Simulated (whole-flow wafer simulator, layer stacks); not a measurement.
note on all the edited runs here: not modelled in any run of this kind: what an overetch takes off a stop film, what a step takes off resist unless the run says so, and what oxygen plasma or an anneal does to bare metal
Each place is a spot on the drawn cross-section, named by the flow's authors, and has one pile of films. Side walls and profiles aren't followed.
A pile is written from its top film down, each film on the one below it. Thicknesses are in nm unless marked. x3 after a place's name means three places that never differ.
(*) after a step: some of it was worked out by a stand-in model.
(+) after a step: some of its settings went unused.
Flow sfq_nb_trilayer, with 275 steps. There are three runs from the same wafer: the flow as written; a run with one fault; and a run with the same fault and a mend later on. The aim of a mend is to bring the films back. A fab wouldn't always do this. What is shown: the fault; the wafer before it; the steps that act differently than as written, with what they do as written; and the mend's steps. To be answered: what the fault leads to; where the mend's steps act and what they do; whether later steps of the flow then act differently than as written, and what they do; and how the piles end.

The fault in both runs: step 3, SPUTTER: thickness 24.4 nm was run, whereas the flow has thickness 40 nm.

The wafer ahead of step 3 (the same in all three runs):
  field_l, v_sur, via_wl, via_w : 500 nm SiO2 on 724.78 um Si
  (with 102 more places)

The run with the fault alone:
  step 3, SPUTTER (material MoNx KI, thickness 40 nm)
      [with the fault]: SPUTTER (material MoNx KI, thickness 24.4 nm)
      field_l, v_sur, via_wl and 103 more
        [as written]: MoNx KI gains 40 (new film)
        [with the fault]: MoNx KI gains 24.4 (new film)
  Later steps of the flow acting differently than as written (8 other steps are not shown; they differ only slightly, by no more than 2% or 0.5 nm, whichever is larger):
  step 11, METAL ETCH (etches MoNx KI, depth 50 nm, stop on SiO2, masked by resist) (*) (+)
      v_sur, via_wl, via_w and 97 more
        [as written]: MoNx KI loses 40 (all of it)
        [with the fault]: MoNx KI loses 24.4 (all of it)
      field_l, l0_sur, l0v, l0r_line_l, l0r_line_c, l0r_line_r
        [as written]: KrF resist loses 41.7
        [with the fault]: KrF resist loses 30.5
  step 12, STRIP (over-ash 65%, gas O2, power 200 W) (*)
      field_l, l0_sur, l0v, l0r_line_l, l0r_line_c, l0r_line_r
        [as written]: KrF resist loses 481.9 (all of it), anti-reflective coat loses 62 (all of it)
        [with the fault]: KrF resist loses 493.1 (all of it), anti-reflective coat loses 62 (all of it)
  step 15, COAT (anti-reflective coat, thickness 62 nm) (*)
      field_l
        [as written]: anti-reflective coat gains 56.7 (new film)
        [with the fault]: anti-reflective coat gains 58.5 (new film)
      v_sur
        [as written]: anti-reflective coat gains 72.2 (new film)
        [with the fault]: anti-reflective coat gains 68.3 (new film)
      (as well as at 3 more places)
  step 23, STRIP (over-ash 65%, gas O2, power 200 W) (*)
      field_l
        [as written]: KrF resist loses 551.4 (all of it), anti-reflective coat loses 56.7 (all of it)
        [with the fault]: KrF resist loses 554.7 (all of it), anti-reflective coat loses 58.5 (all of it)
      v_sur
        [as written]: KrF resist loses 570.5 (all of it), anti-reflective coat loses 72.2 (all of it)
        [with the fault]: KrF resist loses 566 (all of it), anti-reflective coat loses 68.3 (all of it)
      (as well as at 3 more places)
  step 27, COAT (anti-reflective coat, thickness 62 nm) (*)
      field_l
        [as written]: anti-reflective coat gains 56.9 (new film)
        [with the fault]: anti-reflective coat gains 58.7 (new film)
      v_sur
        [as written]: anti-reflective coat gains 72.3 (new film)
        [with the fault]: anti-reflective coat gains 68.3 (new film)
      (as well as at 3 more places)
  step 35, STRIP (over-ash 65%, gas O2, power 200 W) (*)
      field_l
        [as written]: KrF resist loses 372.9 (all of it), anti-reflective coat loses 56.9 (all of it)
        [with the fault]: KrF resist loses 376.6 (all of it), anti-reflective coat loses 58.7 (all of it)
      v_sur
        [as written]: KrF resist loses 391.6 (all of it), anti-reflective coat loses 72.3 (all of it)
        [with the fault]: KrF resist loses 387.9 (all of it), anti-reflective coat loses 68.3 (all of it)
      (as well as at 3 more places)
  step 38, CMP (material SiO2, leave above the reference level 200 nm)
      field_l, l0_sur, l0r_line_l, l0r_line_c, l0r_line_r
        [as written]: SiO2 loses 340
        [with the fault]: SiO2 loses 324.4
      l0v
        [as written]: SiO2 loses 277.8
        [with the fault]: SiO2 loses 262.2
  At field_l, l0_sur, l0v, l0r_line_l, l0r_line_c, l0r_line_r, the piles at the end differ from the flow's by more than 2% or 0.5 nm, whichever is larger.
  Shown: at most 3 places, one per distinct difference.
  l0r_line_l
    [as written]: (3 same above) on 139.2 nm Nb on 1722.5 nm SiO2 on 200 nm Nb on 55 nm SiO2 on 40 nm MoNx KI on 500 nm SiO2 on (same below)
    [with the fault]: (3 same above) on 139.2 nm Nb on 1738.1 nm SiO2 on 200 nm Nb on 55 nm SiO2 on 24.4 nm MoNx KI on 500 nm SiO2 on (same below)
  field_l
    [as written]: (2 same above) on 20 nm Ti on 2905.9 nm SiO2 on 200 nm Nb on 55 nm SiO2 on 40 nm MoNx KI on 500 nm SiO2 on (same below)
    [with the fault]: (2 same above) on 20 nm Ti on 2921.5 nm SiO2 on 200 nm Nb on 55 nm SiO2 on 24.4 nm MoNx KI on 500 nm SiO2 on (same below)
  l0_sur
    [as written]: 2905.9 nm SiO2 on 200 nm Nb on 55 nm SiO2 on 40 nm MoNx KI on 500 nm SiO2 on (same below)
    [with the fault]: 2921.5 nm SiO2 on 200 nm Nb on 55 nm SiO2 on 24.4 nm MoNx KI on 500 nm SiO2 on (same below)

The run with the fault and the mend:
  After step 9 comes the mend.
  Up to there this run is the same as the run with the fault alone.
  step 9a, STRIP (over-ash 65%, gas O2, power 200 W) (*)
      v_sur, via_wl, via_w and 97 more
        anti-reflective coat loses 62 (all of it)
      field_l, l0_sur, l0v, l0r_line_l, l0r_line_c, l0r_line_r
        KrF resist loses 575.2 (all of it), anti-reflective coat loses 62 (all of it)
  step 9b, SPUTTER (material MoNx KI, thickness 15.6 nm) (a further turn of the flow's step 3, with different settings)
      field_l, v_sur, via_wl and 103 more
        MoNx KI gains 15.6
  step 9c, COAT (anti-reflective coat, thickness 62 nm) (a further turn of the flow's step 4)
      field_l, v_sur, via_wl and 103 more
        anti-reflective coat gains 62 (new film)
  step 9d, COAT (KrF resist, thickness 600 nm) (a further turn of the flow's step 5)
      field_l, v_sur, via_wl and 103 more
        KrF resist gains 600 (new film)
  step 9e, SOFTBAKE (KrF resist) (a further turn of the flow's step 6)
      does not change any film at any place that is followed
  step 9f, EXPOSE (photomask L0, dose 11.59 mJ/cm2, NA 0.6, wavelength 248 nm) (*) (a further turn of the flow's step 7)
      does not change any film at any place that is followed
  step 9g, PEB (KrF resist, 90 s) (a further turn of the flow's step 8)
      field_l, v_sur, via_wl and 103 more
        KrF resist loses 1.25
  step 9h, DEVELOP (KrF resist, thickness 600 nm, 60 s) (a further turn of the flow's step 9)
      v_sur, via_wl, via_w and 97 more
        KrF resist loses 598.7 (all of it)
      field_l, l0_sur, l0v, l0r_line_l, l0r_line_c, l0r_line_r
        KrF resist loses 23.5
  Every later step of the flow that is run acts as written at every place that is followed.
  The piles end the same as the flow's at every place that both follow.
